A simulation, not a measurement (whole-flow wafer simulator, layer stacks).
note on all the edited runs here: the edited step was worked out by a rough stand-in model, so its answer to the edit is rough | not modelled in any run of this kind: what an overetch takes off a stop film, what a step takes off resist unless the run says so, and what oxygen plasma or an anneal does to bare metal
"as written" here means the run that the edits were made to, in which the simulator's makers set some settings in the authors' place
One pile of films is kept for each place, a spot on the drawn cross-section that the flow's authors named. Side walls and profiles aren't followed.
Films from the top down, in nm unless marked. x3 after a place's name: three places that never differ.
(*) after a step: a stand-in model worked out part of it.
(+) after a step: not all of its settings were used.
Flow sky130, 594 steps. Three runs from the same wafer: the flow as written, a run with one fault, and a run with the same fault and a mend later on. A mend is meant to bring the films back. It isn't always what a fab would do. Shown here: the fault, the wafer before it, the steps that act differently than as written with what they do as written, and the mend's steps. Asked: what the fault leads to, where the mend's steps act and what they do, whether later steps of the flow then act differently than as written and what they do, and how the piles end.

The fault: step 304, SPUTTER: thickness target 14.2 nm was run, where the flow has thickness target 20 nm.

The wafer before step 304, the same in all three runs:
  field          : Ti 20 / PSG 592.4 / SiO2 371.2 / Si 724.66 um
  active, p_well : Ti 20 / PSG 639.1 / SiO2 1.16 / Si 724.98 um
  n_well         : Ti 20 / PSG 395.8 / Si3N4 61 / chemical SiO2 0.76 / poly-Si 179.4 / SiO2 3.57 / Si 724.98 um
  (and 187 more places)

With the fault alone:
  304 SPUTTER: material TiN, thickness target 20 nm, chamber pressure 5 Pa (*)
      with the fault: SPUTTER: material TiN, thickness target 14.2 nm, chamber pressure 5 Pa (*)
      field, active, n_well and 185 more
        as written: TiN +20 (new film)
        with the fault: TiN +14.2 (new film)
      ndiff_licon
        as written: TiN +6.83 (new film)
        with the fault: TiN +4.89 (new film)
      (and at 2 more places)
  Later steps of the flow that act differently than as written (10 more steps differ only slightly, by at most 2% or 0.5 nm, whichever is larger, and aren't shown):
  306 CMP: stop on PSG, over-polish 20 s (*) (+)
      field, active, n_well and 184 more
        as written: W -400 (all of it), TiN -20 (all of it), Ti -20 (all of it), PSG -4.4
        with the fault: W -400 (all of it), TiN -14.2 (all of it), Ti -20 (all of it), PSG -4.4
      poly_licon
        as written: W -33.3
        with the fault: W -27.5
  At the end the piles differ from the flow's by more than 2% or 0.5 nm, whichever is larger, at poly_licon, ndiff_licon, ndiff_licon_cpp, rpo_hd_licon.
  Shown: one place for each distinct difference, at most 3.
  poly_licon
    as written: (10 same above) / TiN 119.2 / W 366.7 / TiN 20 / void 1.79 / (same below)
    with the fault: (10 same above) / TiN 119.2 / W 372.5 / TiN 14.2 / void 1.79 / (same below)
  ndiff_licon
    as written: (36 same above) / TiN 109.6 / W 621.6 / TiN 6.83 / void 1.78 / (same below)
    with the fault: (36 same above) / TiN 109.6 / W 623.6 / TiN 4.89 / void 1.78 / (same below)
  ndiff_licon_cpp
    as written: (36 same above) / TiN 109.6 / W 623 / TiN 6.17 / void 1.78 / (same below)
    with the fault: (36 same above) / TiN 109.6 / W 624.7 / TiN 4.42 / void 1.78 / (same below)

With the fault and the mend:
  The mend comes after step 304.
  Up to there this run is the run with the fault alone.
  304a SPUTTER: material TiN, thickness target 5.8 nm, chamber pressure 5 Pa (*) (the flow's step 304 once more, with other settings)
      field, active, n_well and 185 more
        TiN +5.8
      ndiff_licon
        TiN +1.94
      ndiff_licon_cpp
        TiN +1.75
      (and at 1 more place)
  No later step of the flow acts differently than as written, at any place that is followed, by more than 2% or 0.5 nm, whichever is larger.
  At the end the piles differ from the flow's only slightly at the places that both follow, by at most 2% or 0.5 nm, whichever is larger.
